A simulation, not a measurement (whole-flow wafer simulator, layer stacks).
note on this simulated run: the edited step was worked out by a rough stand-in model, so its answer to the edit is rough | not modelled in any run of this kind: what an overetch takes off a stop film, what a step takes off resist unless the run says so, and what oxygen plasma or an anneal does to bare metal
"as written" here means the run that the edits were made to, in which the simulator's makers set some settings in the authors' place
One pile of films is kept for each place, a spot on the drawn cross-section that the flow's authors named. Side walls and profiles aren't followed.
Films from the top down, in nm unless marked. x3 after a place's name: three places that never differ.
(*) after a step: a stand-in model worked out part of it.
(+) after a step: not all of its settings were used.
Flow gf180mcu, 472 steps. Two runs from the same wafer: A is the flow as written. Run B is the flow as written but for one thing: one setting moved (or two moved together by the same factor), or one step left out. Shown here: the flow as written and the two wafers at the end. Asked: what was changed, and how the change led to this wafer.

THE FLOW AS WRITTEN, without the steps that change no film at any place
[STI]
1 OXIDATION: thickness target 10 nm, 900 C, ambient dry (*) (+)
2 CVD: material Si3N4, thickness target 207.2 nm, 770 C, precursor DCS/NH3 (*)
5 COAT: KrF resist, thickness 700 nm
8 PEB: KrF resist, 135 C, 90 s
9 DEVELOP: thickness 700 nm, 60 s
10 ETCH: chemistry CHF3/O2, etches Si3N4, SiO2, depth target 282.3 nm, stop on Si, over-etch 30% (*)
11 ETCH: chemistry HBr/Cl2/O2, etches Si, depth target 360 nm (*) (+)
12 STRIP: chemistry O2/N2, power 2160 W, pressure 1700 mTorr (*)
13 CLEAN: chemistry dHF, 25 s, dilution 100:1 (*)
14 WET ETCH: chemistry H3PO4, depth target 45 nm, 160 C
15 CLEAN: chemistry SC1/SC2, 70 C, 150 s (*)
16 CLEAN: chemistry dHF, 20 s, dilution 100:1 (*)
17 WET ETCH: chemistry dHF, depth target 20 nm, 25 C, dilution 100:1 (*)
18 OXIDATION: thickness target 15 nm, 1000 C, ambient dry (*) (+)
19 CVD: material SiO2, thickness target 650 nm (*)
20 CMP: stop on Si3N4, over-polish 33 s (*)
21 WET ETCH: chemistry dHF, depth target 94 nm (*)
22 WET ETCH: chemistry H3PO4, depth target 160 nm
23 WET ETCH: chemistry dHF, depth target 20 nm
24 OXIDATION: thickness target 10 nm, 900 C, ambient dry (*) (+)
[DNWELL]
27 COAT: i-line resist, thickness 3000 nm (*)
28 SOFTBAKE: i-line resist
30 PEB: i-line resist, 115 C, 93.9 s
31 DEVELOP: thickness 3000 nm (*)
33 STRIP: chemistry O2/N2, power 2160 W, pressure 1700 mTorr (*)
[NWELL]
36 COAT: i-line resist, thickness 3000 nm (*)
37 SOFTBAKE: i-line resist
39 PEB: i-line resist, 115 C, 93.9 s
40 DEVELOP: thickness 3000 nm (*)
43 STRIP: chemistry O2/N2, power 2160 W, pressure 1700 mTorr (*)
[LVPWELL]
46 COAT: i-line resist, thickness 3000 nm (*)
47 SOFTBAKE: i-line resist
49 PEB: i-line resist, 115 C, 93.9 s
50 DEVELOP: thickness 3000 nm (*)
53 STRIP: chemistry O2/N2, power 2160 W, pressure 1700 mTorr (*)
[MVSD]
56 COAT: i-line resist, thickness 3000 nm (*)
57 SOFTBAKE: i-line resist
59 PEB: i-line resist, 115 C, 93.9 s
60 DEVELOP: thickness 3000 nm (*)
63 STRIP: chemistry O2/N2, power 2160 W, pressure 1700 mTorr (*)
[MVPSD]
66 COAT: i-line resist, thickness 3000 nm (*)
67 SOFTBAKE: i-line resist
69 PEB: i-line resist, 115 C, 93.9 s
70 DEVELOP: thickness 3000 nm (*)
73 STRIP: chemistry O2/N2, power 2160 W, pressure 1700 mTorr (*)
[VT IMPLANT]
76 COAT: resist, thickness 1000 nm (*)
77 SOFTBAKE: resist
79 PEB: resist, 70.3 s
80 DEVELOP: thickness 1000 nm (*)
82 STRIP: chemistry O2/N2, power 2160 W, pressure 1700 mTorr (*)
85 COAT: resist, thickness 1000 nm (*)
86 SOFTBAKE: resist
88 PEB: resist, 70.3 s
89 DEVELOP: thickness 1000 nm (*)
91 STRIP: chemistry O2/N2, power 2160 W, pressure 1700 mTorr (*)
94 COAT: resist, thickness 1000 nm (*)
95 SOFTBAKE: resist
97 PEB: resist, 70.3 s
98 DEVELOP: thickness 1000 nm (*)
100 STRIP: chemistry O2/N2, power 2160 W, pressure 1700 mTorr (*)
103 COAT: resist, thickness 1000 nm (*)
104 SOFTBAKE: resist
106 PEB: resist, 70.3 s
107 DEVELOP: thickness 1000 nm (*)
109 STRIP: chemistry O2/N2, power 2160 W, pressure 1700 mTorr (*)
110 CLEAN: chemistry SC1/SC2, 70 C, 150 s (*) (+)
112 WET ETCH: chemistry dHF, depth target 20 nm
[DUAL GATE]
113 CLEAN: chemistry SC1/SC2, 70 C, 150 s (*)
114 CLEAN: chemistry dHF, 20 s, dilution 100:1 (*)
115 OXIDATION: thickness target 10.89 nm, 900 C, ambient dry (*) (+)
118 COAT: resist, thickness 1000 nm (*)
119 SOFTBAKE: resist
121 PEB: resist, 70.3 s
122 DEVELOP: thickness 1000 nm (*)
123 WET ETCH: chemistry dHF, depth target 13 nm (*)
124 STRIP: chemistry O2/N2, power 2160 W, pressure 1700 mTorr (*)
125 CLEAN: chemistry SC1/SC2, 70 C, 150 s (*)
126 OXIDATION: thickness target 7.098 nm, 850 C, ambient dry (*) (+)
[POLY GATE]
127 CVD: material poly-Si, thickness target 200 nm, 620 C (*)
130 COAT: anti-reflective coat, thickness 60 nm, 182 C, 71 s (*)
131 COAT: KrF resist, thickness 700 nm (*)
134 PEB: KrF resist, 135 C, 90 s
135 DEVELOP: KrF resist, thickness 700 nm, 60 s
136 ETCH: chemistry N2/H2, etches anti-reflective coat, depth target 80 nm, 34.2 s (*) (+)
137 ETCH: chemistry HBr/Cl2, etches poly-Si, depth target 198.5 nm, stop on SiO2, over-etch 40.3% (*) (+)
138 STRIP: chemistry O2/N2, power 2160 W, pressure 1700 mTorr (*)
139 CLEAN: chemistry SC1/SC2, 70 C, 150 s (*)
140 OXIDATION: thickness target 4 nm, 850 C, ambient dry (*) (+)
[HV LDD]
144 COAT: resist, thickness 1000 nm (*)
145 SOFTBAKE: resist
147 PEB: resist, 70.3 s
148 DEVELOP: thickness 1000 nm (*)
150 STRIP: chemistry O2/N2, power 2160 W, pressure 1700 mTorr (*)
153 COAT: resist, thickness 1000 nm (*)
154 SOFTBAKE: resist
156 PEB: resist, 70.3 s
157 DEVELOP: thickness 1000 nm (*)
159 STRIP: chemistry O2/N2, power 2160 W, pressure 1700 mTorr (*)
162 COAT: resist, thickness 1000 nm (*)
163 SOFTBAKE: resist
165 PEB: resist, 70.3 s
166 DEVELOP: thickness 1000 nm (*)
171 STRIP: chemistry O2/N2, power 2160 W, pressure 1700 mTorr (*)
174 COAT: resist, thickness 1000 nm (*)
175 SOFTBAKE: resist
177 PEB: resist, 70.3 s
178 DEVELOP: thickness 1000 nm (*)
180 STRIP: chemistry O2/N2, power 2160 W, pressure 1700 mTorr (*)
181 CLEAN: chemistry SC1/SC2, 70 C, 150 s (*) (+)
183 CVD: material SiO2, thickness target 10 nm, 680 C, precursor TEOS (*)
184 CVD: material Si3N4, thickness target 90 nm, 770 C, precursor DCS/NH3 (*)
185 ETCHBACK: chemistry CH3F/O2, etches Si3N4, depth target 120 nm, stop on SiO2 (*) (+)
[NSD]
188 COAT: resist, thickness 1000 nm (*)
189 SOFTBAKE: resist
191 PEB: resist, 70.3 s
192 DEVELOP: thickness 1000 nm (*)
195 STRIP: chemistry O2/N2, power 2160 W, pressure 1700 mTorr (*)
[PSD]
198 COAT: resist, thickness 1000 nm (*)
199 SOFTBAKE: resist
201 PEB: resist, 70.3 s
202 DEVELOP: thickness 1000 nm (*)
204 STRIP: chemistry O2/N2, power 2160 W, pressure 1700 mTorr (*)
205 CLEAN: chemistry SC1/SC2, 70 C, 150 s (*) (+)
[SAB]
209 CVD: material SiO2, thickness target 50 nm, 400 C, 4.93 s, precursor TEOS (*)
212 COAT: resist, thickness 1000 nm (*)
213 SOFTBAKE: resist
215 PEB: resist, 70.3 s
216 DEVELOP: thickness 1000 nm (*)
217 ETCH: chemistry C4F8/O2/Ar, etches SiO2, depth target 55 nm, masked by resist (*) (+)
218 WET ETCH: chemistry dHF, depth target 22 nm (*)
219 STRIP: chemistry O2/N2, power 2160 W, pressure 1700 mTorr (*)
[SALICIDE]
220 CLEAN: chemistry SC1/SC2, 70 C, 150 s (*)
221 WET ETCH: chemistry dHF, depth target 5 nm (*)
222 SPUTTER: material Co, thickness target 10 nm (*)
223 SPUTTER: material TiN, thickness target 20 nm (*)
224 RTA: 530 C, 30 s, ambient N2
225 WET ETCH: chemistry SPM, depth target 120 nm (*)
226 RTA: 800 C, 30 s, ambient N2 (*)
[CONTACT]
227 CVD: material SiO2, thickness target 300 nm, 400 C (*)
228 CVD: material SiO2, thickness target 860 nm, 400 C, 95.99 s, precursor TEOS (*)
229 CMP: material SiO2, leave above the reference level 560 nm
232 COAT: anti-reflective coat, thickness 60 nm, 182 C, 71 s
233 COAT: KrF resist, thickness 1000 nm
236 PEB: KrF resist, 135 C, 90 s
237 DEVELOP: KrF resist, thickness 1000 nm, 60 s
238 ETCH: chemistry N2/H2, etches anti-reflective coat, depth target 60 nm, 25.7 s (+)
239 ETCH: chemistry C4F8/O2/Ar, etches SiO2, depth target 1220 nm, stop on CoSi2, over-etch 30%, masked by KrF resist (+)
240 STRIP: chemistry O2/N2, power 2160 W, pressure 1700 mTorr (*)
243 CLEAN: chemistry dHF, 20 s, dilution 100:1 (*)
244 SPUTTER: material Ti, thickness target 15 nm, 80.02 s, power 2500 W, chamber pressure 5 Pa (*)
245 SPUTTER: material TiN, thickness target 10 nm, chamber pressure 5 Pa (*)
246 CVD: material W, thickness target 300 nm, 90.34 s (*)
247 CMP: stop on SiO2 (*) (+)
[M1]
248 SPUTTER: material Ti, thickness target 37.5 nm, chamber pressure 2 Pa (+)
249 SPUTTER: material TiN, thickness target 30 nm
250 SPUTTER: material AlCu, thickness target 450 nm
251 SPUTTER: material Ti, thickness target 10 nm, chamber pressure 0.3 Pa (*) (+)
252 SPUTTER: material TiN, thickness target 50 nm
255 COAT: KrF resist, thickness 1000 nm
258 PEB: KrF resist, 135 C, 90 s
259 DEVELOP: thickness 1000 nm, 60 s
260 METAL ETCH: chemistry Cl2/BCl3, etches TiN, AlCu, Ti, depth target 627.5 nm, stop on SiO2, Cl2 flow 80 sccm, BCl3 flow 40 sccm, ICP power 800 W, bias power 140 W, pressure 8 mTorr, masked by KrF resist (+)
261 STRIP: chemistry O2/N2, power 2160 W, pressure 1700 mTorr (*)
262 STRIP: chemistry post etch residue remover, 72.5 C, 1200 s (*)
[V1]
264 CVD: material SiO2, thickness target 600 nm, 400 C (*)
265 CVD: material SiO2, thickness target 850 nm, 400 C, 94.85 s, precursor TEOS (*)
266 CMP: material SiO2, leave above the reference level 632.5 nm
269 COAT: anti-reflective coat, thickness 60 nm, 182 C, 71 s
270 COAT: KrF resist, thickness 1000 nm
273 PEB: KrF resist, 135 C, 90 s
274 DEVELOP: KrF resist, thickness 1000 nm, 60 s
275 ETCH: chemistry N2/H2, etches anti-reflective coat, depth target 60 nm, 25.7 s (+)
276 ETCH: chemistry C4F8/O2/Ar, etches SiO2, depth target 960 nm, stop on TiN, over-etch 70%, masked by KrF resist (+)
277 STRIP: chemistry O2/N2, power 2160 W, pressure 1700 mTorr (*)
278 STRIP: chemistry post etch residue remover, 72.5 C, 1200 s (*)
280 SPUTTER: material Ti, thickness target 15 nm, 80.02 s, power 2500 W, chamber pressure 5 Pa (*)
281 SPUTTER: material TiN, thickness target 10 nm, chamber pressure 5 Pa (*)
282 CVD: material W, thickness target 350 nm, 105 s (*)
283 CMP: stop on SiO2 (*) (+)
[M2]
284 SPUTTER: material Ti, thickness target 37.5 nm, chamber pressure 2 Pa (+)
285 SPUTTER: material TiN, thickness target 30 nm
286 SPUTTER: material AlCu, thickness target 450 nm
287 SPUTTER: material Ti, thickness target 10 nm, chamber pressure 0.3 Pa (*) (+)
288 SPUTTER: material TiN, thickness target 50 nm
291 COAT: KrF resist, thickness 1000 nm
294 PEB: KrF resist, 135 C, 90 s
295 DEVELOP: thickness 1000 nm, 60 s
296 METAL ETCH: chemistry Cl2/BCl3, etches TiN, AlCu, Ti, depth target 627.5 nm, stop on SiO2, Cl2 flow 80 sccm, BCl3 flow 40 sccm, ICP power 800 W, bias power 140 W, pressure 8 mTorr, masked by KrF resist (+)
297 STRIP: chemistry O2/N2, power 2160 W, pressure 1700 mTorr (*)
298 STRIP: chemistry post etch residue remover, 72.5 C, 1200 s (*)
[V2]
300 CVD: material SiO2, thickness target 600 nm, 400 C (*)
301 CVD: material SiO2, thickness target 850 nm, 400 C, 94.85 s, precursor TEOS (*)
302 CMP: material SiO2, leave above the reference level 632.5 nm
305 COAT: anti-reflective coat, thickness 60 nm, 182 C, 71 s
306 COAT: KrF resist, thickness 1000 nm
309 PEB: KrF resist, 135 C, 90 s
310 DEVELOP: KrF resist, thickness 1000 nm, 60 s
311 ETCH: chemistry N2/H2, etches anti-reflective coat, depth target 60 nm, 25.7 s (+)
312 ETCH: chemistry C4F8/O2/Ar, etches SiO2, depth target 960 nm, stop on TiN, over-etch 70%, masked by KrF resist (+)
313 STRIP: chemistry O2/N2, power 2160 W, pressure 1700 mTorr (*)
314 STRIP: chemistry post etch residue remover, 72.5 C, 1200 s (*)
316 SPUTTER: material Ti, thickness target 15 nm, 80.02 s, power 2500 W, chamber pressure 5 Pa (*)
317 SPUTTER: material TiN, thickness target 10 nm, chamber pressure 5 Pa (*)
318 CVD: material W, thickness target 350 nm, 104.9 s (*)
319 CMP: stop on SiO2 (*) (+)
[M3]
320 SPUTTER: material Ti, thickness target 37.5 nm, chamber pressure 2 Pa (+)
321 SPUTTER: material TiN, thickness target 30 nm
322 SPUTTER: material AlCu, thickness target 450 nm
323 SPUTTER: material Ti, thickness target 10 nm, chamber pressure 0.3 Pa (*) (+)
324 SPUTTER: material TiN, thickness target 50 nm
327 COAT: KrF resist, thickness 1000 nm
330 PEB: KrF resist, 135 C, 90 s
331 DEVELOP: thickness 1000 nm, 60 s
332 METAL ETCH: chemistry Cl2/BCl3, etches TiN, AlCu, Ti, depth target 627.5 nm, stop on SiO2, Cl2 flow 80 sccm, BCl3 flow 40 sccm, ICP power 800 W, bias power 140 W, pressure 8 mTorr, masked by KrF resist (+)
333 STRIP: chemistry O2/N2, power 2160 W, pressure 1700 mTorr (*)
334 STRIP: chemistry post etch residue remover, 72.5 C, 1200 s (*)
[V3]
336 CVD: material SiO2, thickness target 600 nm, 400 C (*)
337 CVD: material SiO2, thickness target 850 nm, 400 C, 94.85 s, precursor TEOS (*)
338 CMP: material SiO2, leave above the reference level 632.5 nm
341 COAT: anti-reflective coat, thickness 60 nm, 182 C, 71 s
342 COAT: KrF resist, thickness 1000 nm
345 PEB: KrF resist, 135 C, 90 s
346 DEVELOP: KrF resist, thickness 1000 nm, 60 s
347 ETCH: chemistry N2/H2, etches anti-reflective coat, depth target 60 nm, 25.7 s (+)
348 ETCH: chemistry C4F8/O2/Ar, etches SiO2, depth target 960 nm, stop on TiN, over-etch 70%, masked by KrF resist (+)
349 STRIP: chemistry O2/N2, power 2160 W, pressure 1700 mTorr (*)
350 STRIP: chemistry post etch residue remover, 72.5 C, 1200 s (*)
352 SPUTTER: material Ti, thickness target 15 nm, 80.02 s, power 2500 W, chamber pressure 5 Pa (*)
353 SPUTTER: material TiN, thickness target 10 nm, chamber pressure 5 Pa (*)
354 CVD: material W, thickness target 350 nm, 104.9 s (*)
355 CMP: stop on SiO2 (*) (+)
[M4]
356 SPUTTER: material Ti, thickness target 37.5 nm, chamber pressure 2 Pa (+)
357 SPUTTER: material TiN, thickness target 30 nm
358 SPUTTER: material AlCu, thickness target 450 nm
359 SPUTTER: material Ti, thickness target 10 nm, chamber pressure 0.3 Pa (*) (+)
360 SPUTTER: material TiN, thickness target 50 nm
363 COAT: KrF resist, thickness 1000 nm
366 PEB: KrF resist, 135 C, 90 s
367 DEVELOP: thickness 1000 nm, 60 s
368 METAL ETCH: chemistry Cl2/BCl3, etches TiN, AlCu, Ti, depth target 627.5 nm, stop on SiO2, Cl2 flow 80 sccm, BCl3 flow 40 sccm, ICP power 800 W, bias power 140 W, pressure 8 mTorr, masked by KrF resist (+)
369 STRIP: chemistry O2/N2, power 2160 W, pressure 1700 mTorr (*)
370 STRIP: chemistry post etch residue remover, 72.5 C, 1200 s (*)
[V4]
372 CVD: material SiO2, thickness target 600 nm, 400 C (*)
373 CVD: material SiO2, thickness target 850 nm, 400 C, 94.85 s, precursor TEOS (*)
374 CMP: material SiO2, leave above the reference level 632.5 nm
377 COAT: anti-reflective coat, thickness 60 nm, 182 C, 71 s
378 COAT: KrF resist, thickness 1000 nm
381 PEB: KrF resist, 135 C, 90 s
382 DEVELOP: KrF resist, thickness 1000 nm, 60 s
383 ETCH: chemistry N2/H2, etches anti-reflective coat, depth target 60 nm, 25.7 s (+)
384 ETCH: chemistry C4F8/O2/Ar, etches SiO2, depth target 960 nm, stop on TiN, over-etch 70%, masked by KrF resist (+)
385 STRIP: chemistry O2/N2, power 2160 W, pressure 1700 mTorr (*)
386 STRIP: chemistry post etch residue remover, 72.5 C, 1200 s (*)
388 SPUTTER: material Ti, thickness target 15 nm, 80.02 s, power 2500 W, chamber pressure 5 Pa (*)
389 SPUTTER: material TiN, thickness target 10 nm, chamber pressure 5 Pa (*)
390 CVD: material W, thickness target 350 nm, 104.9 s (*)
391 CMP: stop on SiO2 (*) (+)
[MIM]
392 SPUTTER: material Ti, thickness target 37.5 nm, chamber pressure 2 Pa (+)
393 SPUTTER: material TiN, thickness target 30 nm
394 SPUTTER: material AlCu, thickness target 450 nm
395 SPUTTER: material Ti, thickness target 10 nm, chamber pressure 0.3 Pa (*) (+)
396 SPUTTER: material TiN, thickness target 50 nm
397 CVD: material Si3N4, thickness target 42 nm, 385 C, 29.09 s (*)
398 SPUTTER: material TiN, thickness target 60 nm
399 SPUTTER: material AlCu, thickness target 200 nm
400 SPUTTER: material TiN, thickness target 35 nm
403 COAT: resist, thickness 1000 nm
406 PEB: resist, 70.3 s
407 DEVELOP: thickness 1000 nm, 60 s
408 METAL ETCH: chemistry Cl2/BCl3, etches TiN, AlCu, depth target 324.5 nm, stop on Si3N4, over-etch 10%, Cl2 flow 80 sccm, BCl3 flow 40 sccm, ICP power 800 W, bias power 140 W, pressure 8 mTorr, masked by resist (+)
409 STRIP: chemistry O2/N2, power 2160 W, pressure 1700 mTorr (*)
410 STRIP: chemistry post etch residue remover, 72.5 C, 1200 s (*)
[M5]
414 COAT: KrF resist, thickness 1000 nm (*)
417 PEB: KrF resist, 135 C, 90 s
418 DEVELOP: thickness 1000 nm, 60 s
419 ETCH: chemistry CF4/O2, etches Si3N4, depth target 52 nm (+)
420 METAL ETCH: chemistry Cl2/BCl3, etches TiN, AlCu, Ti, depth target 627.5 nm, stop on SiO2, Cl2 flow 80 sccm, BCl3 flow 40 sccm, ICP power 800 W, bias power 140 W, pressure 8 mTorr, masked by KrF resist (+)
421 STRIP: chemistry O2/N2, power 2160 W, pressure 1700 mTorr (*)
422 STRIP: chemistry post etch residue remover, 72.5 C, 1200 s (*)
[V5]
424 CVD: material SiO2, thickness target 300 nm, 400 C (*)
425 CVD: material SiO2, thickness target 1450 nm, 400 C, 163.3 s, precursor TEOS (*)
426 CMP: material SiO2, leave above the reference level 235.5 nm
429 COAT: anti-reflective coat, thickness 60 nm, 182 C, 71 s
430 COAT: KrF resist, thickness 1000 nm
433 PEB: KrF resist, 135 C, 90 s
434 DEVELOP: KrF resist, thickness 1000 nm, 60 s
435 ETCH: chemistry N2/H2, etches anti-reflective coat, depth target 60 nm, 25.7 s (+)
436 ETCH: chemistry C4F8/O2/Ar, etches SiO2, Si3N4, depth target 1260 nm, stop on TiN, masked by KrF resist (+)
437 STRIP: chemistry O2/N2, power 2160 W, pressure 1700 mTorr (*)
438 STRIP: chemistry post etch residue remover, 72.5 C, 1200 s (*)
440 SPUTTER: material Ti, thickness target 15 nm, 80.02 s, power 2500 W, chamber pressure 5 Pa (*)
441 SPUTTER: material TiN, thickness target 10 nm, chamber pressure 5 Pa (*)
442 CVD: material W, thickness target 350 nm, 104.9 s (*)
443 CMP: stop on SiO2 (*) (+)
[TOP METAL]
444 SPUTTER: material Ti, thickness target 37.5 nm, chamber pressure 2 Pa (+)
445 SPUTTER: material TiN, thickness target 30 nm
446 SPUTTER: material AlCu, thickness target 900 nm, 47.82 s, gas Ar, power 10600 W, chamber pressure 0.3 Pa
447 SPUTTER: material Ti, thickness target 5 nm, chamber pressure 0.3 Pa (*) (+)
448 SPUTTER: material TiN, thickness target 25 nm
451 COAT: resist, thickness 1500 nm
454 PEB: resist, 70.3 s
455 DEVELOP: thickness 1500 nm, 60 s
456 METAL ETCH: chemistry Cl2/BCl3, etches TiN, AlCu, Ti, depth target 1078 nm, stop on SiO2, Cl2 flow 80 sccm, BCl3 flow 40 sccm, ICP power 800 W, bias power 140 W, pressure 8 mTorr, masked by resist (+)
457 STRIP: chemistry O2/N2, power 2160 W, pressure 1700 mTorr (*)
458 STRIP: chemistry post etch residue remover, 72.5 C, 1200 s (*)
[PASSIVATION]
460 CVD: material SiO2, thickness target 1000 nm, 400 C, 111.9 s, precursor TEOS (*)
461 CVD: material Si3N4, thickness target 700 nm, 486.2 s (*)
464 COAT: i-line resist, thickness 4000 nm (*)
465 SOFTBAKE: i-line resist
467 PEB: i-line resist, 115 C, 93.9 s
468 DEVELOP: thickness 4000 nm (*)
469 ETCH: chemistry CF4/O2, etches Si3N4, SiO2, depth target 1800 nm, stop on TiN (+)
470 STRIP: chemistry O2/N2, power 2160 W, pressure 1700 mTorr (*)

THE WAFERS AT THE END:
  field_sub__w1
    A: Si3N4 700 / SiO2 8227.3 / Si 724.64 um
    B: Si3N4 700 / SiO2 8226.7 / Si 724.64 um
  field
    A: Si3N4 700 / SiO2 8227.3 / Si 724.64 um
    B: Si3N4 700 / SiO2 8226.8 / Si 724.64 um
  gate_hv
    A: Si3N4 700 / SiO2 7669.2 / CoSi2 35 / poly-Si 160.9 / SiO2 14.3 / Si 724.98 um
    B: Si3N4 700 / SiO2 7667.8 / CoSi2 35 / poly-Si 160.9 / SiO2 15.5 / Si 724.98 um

The cause: step 126, OXIDATION: thickness target 8.589 nm was run, where the flow has thickness target 7.098 nm.

How the change led to this, step by step:
  126 OXIDATION: thickness target 7.098 nm, 850 C, ambient dry (*) (+)
      gate_hv, active_hv, active_nat and 25 more: A SiO2 +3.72, Si -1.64 | B SiO2 +4.99, Si -2.2
      active, n_well, p_well and 12 more: A SiO2 +7.1 (new film), chemical SiO2 -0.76 (all of it), Si -2.79 | B SiO2 +8.59 (new film), chemical SiO2 -0.76 (all of it), Si -3.45
  189 SOFTBAKE: resist
      nw_enc_fld_lv__w3: A resist +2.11 | B resist -1.58
  199 SOFTBAKE: resist
      nw_enc_fld_lv__w3: A resist +2.11 | B resist -1.58
  218 WET ETCH: chemistry dHF, depth target 22 nm (*)
      active, p_well, sd_n, iso_ptap_pw, iso_ntap_nw, iso_ptap_sub, vpnp_e: A SiO2 -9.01 (all of it) | B SiO2 -10.4 (all of it)
      ldn_tap, ldn_src, ldn_drn, ldp_tap, ldp_src, ldp_drn, ldp_gr: A SiO2 -16 (all of it) | B SiO2 -17.2 (all of it)
      (and at 9 more places)
